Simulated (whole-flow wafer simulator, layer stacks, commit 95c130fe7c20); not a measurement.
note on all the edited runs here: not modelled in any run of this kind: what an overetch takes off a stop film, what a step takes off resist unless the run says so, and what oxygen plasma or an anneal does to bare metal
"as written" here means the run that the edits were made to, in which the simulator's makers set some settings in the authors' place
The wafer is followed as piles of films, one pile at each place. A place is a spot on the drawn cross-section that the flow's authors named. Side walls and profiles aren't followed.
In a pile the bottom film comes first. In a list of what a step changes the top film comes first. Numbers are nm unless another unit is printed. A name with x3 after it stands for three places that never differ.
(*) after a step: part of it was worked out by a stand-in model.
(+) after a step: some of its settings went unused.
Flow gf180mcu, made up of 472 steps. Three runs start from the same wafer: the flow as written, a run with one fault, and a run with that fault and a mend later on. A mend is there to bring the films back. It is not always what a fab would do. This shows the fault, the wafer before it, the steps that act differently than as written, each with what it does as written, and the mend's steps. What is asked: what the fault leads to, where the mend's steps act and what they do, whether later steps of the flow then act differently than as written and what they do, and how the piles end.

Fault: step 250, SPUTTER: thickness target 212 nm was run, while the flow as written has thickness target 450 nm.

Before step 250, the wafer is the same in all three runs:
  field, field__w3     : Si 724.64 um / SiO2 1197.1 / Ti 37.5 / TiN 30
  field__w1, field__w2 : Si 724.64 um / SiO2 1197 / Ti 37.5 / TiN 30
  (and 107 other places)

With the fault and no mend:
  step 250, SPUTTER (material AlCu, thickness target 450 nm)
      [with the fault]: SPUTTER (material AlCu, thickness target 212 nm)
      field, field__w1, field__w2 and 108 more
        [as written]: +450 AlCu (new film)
        [with the fault]: +212 AlCu (new film)
  Later steps of the flow acting differently than as written:
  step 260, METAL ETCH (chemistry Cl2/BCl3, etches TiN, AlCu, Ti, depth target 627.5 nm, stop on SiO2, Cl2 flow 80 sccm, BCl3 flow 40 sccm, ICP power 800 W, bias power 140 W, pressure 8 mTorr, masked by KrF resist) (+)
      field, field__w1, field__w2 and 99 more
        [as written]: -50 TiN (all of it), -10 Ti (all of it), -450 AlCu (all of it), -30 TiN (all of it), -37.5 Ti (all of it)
        [with the fault]: -50 TiN (all of it), -10 Ti (all of it), -212 AlCu (all of it), -30 TiN (all of it), -37.5 Ti (all of it)
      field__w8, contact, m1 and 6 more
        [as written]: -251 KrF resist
        [with the fault]: -203.7 KrF resist
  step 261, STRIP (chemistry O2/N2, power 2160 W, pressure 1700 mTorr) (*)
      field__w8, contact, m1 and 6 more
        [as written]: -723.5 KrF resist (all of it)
        [with the fault]: -770.8 KrF resist (all of it)
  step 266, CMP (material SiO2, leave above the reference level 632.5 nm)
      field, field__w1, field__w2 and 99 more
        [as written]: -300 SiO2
        [with the fault]: -538 SiO2
  The piles end different from the flow's at field, field__w1, field__w2 and 109 more by more than 2% or 0.5 nm, whichever is larger.
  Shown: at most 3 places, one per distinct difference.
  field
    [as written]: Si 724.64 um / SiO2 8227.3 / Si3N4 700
    [with the fault]: Si 724.64 um / SiO2 7989.3 / Si3N4 700
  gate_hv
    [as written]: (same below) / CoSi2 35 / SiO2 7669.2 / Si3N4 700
    [with the fault]: (same below) / CoSi2 35 / SiO2 7431.2 / Si3N4 700
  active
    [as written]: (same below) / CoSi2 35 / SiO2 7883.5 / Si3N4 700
    [with the fault]: (same below) / CoSi2 35 / SiO2 7645.5 / Si3N4 700

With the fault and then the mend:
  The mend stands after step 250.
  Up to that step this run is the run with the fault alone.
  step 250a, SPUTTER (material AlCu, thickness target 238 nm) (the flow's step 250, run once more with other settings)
      field, field__w1, field__w2 and 108 more
        +238 AlCu
  Later steps of the flow that are run all act as written at every place that is followed.
  At every place that both follow, the piles at the end match the flow's.
